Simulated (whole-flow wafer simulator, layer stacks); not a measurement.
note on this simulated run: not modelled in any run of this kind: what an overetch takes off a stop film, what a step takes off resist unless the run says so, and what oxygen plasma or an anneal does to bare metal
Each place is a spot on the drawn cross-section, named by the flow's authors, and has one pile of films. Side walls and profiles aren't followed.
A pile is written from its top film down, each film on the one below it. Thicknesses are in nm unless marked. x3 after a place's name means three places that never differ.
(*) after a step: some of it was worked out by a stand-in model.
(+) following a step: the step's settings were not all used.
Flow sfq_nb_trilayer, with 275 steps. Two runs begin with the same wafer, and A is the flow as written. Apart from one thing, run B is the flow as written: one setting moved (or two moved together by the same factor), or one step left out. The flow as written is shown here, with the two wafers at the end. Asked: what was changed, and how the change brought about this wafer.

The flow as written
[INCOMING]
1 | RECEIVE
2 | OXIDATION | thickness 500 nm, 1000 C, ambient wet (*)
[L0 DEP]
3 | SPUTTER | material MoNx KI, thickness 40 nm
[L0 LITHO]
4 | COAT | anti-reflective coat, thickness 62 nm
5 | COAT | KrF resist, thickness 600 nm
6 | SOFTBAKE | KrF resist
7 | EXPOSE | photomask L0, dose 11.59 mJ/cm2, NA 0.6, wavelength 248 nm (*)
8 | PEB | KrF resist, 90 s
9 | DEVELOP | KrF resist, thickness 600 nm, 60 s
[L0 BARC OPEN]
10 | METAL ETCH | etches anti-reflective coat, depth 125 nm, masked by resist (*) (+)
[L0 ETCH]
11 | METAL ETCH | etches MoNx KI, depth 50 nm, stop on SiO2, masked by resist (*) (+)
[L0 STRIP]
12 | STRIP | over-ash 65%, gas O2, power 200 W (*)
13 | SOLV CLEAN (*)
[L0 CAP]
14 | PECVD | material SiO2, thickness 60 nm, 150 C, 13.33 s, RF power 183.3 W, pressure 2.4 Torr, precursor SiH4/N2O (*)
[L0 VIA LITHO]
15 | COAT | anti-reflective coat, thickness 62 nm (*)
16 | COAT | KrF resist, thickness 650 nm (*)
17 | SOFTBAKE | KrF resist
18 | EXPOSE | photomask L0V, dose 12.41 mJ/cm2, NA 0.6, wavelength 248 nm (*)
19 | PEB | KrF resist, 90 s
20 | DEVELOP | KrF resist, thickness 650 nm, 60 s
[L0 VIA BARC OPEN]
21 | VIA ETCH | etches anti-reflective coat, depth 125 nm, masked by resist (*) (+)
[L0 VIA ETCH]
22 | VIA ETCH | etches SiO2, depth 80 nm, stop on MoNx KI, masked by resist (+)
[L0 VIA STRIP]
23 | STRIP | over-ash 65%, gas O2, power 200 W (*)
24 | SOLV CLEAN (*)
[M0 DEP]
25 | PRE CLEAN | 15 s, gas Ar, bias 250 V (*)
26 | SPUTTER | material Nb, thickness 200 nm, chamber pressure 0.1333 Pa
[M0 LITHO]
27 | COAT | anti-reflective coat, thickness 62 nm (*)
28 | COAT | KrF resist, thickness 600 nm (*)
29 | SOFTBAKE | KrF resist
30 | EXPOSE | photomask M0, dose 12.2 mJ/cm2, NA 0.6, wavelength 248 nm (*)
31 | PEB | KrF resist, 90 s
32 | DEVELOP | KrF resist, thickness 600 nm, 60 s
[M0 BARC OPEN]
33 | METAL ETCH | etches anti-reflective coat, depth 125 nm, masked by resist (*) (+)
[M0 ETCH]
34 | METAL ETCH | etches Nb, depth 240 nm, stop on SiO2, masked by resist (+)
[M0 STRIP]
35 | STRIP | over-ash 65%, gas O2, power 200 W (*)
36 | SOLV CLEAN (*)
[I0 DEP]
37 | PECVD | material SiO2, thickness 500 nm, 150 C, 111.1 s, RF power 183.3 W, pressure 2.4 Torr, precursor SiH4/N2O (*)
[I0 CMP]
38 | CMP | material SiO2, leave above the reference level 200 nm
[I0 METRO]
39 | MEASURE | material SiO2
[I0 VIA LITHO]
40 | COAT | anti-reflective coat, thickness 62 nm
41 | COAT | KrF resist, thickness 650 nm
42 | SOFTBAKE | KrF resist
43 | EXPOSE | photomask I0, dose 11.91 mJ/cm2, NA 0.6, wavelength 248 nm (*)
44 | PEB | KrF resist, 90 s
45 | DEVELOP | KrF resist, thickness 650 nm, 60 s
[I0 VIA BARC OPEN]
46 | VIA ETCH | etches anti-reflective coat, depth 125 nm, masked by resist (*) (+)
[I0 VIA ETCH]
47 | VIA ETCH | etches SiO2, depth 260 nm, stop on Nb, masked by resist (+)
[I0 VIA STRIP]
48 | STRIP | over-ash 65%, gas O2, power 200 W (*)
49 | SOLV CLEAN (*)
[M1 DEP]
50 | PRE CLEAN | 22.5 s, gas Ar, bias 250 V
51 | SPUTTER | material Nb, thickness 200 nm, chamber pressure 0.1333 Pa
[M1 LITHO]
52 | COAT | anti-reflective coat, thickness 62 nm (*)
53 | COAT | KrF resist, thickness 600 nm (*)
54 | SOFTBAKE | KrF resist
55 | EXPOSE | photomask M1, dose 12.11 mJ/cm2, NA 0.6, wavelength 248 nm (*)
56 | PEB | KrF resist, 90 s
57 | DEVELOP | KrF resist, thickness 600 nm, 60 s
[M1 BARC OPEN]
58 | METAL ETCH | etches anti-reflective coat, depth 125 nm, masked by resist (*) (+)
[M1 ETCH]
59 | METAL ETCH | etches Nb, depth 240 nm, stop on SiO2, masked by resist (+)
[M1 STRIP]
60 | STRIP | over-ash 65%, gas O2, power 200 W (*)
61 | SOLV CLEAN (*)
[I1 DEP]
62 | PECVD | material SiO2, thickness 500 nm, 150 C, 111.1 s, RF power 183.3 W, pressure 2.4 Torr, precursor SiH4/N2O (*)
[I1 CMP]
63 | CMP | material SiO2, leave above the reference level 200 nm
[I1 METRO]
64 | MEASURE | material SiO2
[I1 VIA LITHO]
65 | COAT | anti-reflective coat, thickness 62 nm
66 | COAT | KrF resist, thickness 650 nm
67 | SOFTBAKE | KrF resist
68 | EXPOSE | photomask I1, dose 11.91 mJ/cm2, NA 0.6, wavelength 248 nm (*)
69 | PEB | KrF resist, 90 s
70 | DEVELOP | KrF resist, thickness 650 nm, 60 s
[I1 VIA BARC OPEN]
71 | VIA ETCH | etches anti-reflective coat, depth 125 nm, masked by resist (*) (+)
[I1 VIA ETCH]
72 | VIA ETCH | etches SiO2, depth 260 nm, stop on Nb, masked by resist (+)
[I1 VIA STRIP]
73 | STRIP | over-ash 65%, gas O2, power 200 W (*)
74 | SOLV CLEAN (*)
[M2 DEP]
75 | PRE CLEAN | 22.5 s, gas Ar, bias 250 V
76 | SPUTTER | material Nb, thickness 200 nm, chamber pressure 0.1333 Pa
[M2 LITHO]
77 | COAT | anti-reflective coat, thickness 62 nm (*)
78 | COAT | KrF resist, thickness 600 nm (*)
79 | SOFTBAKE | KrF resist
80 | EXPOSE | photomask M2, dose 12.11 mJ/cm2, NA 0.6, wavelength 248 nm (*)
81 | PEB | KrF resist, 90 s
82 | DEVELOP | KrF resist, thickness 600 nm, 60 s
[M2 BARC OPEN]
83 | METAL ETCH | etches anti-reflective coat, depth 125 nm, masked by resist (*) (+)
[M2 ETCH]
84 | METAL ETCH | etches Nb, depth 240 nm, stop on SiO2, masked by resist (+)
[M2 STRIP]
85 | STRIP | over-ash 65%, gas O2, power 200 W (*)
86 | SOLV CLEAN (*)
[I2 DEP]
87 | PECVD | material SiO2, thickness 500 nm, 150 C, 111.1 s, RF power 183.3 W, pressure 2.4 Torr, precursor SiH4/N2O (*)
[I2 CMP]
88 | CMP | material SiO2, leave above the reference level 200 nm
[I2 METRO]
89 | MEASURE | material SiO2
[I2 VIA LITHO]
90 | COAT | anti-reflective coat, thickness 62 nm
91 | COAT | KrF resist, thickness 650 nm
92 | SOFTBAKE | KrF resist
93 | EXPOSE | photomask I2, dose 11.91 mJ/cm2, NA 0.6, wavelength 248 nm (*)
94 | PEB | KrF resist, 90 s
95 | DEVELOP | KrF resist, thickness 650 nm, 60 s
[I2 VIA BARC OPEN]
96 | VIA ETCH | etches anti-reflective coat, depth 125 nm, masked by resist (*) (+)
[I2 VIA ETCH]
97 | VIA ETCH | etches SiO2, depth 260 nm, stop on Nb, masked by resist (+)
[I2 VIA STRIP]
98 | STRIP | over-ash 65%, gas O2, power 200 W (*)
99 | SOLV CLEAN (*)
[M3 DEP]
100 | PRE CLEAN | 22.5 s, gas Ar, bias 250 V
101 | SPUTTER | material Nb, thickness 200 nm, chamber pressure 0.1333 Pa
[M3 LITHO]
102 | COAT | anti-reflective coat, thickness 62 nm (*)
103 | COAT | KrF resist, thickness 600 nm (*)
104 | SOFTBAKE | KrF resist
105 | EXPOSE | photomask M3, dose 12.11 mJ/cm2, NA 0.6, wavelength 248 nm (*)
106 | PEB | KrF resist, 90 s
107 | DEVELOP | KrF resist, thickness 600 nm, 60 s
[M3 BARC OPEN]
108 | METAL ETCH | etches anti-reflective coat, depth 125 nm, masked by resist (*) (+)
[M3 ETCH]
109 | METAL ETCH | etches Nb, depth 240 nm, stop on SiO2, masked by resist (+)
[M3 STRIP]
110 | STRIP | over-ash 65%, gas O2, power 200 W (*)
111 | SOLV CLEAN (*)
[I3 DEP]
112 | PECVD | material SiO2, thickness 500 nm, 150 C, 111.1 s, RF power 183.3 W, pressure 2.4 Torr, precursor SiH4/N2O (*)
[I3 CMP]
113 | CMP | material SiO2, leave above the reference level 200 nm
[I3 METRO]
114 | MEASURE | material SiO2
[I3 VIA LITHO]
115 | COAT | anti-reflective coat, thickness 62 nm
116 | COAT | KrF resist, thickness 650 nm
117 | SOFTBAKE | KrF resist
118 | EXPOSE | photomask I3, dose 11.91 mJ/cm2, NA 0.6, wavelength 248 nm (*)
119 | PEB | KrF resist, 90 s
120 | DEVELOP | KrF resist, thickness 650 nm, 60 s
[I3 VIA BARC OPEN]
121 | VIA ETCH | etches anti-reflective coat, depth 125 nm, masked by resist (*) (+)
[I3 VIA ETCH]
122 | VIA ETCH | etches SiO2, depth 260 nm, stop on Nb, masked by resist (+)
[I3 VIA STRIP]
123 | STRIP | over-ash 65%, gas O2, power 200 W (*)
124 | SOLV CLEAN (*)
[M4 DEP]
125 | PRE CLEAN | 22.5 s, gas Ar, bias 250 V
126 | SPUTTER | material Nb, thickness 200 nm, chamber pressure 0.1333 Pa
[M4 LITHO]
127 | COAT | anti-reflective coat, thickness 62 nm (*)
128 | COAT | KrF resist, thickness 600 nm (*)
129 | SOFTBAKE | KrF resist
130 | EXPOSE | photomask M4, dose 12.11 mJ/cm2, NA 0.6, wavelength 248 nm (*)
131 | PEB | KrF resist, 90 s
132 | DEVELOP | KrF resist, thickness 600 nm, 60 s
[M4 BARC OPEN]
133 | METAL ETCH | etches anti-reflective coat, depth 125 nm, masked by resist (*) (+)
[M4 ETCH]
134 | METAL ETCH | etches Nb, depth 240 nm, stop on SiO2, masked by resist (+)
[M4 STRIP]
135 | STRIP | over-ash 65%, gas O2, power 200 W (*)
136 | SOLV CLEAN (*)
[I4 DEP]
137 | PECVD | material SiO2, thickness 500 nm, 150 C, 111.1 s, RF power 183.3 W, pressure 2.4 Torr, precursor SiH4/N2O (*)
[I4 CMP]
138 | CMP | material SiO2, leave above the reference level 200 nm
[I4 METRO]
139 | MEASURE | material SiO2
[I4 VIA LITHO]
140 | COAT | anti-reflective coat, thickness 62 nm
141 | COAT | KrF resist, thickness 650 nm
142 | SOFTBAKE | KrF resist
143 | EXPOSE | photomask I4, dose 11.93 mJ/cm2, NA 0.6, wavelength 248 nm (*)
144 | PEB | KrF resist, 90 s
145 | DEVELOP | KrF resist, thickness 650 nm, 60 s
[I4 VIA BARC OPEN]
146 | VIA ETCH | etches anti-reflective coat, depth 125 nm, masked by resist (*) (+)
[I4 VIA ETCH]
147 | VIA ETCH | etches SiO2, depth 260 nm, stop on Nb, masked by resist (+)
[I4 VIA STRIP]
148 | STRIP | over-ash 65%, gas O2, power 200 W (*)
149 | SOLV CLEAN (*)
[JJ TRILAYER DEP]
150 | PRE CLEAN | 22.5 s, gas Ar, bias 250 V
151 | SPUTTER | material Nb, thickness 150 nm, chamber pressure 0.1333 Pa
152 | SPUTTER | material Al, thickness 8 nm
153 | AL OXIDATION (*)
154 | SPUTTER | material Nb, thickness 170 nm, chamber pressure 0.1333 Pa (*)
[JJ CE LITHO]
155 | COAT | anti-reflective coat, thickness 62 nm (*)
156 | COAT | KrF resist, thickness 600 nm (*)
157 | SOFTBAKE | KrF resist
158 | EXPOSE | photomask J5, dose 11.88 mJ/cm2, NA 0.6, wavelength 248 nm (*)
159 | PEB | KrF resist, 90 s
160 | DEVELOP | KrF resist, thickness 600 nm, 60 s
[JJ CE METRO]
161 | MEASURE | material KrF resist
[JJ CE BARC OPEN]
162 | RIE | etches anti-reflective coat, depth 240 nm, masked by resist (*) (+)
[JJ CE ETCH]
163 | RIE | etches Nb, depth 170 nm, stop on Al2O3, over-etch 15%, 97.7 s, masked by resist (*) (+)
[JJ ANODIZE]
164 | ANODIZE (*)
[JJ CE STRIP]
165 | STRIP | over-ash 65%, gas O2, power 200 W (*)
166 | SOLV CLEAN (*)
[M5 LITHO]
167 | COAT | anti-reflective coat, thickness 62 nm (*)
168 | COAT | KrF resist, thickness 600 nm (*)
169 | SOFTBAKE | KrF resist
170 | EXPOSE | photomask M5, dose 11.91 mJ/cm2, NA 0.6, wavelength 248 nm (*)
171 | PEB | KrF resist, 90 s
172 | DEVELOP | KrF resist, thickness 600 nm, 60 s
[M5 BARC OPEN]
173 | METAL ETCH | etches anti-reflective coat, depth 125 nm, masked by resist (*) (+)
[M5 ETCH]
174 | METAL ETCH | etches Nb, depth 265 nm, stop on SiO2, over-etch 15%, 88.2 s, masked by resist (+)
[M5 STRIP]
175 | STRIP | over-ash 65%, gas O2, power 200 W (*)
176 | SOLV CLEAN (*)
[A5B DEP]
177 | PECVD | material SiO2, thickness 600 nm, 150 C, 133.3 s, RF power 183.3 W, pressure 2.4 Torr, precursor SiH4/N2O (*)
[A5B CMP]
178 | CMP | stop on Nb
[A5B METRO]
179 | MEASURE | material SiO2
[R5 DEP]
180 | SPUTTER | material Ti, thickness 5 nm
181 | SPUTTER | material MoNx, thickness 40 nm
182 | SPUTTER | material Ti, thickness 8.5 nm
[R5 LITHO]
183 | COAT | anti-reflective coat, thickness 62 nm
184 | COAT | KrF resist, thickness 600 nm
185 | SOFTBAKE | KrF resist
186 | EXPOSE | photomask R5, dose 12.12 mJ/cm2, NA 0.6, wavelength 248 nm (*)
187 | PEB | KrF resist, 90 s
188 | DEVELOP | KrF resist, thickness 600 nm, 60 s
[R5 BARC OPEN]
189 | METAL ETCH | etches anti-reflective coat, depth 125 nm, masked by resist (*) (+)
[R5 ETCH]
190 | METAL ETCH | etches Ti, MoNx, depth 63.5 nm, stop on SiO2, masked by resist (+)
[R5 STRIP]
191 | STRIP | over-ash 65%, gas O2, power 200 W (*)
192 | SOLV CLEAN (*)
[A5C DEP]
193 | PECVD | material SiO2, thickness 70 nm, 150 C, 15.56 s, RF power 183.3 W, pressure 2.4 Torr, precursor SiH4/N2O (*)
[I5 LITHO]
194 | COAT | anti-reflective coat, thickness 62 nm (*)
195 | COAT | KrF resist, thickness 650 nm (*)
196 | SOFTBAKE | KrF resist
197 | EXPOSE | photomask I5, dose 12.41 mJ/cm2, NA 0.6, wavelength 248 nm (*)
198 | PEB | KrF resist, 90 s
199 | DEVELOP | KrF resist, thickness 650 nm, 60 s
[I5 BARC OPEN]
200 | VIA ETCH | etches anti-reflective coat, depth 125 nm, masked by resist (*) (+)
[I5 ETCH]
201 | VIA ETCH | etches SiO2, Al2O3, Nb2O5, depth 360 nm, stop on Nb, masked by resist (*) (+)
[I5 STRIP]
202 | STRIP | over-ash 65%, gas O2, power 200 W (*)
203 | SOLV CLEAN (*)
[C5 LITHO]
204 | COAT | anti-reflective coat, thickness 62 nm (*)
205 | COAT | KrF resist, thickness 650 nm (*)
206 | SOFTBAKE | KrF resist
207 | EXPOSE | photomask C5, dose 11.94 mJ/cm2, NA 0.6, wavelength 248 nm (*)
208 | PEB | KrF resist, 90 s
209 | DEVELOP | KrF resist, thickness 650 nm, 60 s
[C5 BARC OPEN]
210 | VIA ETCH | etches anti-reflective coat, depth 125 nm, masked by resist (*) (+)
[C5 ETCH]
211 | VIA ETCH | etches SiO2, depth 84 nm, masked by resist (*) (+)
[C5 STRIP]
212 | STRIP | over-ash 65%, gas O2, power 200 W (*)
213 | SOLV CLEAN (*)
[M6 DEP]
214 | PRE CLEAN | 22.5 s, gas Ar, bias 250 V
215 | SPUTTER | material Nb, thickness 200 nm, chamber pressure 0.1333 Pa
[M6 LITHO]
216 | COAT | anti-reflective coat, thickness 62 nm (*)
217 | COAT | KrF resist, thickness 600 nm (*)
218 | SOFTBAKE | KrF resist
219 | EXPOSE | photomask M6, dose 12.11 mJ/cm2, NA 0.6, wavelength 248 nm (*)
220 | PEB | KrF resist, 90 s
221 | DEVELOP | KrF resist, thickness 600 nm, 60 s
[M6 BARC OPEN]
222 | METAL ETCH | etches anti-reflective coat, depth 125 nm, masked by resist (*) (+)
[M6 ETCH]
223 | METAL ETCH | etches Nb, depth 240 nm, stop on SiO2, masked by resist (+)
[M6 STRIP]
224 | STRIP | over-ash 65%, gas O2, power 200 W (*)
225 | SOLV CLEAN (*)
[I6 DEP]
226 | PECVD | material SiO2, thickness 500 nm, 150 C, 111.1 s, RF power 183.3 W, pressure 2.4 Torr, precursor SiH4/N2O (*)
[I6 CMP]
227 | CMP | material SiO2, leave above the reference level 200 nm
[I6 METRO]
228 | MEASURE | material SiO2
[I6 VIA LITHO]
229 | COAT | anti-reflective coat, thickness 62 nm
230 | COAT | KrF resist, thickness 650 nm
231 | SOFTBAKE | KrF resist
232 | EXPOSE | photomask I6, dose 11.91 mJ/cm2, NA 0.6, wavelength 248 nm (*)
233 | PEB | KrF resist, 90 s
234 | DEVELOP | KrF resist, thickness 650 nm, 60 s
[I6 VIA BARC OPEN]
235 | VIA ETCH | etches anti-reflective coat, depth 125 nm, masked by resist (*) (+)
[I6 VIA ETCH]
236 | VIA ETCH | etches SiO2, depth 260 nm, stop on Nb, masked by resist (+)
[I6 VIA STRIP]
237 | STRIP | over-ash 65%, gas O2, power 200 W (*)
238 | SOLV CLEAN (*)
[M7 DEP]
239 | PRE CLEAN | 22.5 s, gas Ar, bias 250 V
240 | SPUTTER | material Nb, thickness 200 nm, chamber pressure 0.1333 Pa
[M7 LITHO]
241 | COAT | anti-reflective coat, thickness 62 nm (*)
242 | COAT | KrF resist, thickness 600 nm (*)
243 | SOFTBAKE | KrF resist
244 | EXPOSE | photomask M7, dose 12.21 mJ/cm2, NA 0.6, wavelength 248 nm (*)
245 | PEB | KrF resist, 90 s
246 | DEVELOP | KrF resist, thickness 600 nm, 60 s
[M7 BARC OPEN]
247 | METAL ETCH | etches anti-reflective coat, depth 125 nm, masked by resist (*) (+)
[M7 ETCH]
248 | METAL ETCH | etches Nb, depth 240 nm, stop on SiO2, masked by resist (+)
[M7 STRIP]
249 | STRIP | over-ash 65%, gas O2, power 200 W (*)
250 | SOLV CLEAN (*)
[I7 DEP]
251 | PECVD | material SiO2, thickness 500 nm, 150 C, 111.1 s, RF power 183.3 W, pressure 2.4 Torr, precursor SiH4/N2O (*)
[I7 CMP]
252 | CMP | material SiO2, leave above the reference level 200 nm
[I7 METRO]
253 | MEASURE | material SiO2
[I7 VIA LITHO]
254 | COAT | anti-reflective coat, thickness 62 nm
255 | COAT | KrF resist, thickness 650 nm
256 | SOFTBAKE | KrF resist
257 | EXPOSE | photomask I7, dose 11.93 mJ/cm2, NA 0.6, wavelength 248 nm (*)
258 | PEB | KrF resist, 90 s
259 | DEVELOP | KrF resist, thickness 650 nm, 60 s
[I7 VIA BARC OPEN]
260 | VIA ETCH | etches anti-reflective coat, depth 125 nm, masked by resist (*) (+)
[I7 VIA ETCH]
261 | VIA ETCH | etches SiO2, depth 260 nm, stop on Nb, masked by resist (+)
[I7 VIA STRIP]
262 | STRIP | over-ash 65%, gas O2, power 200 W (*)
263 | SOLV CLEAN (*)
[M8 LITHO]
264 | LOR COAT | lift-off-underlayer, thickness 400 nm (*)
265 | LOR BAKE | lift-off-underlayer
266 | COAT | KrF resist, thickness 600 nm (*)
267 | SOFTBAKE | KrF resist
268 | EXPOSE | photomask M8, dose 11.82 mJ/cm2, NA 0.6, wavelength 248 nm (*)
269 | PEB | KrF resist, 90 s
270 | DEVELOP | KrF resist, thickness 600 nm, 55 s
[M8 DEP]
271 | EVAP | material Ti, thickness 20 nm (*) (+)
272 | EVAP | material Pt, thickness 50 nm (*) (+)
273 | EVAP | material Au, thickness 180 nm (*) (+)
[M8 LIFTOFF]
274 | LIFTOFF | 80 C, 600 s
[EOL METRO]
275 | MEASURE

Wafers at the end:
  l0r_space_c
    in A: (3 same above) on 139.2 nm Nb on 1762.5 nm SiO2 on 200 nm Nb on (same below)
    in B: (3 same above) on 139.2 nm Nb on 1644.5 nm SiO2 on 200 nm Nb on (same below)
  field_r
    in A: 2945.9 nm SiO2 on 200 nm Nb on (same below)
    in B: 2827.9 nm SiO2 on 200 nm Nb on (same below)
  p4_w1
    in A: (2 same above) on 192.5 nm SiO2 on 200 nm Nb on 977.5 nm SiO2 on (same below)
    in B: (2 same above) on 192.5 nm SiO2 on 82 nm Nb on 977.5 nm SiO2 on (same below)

The reason: step 101, SPUTTER: thickness 82 nm was run, though the flow has thickness 200 nm.
The wafer itself shows it: p4_w1 has Nb 82, and step 101 as written asks for 200 nm.

The path from the change to this, step by step:
  101 | SPUTTER | material Nb, thickness 200 nm, chamber pressure 0.1333 Pa
      field_l, v_sur, via_wl and 102 more: A Nb gains 200 (new film) | B Nb gains 82 (new film)
      via_w: A Nb gains 165.5 | B Nb gains 67.6
  102 | COAT | anti-reflective coat, thickness 62 nm (*)
      via_wl: A anti-reflective coat gains 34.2 (new film) | B anti-reflective coat gains 31.8 (new film)
      via_w: A anti-reflective coat gains 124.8 (new film) | B anti-reflective coat gains 118.9 (new film)
      (as well as at 1 more place)
  109 | METAL ETCH | etches Nb, depth 240 nm, stop on SiO2, masked by resist (+)
      field_l, be, be_sur and 72 more: A Nb loses 200 (all of it) | B Nb loses 82 (all of it)
      v_sur, via_wl, via_w and 28 more: A KrF resist loses 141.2 | B KrF resist loses 72.4
  110 | STRIP | over-ash 65%, gas O2, power 200 W (*)
      p4_w1, p4_w2, p4_w3 and 21 more: A KrF resist loses 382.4 (all of it), anti-reflective coat loses 62 (all of it) | B KrF resist loses 451.2 (all of it), anti-reflective coat loses 62 (all of it)
      v_sur: A KrF resist loses 365.3 (all of it), anti-reflective coat loses 61.1 (all of it) | B KrF resist loses 436.6 (all of it), anti-reflective coat loses 60.6 (all of it)
      (as well as at 6 more places)
  112 | PECVD | material SiO2, thickness 500 nm, 150 C, 111.1 s, RF power 183.3 W, pressure 2.4 Torr, precursor SiH4/N2O (*)
      p4_g1, p4_g2, p3_s0, p3_s1, p3_s2, p3_s3, p3_s4, p3_s5: A SiO2 gains 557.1 | B SiO2 gains 500
      via_w: A SiO2 gains 615 (new film) | B SiO2 gains 582 (new film)
  113 | CMP | material SiO2, leave above the reference level 200 nm
      field_l, be, be_sur and 64 more: A SiO2 loses 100 | B SiO2 loses 218
      p4_g1, p4_g2, p3_s0, p3_s1, p3_s2, p3_s3, p3_s4, p3_s5: A SiO2 loses 157.1 | B SiO2 loses 218
      (as well as at 1 more place)
